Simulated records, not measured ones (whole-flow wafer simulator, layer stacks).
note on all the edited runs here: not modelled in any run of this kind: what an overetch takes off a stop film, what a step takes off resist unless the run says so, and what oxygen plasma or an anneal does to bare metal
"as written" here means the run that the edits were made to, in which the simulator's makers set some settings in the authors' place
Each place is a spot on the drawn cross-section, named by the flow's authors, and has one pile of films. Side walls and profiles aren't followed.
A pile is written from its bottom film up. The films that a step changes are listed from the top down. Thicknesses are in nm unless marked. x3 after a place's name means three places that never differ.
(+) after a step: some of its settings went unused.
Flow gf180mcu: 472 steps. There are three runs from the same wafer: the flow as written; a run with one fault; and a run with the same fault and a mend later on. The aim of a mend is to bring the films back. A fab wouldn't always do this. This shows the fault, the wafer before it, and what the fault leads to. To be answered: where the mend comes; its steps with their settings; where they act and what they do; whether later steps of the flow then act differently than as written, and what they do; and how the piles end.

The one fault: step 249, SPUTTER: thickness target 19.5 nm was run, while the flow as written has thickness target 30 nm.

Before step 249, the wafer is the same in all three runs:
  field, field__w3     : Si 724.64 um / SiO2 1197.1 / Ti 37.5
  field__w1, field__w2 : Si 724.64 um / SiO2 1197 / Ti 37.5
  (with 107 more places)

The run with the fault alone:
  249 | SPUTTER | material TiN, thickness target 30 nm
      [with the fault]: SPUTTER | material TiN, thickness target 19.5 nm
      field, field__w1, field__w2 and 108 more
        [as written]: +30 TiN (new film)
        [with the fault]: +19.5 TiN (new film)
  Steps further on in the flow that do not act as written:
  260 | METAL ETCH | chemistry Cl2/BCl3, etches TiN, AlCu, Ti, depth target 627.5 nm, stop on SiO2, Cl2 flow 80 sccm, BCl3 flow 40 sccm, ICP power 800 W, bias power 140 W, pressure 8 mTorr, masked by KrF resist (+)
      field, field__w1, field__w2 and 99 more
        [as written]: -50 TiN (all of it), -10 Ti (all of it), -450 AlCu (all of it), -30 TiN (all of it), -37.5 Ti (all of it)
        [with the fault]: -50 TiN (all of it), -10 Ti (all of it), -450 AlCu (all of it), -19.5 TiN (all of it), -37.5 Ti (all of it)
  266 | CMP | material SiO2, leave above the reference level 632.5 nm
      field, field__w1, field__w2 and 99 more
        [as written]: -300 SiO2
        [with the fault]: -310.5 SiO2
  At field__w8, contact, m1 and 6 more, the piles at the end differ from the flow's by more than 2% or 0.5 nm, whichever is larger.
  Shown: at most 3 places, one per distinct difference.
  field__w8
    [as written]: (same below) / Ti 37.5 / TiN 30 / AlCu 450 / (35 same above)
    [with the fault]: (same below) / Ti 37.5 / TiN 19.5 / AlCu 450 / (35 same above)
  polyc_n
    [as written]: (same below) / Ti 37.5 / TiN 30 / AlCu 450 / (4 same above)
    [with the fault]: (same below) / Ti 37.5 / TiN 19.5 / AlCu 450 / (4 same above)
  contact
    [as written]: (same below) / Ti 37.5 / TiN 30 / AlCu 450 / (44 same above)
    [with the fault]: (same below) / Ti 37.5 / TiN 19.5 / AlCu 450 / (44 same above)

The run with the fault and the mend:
  The mend follows step 249.
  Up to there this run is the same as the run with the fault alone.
  249a | SPUTTER | material TiN, thickness target 10.5 nm (the flow's step 249, run once more with other settings)
      field, field__w1, field__w2 and 108 more
        +10.5 TiN
  Later steps of the flow that are run all act as written at every place that is followed.
  The piles end the same as the flow's at every place that both follow.
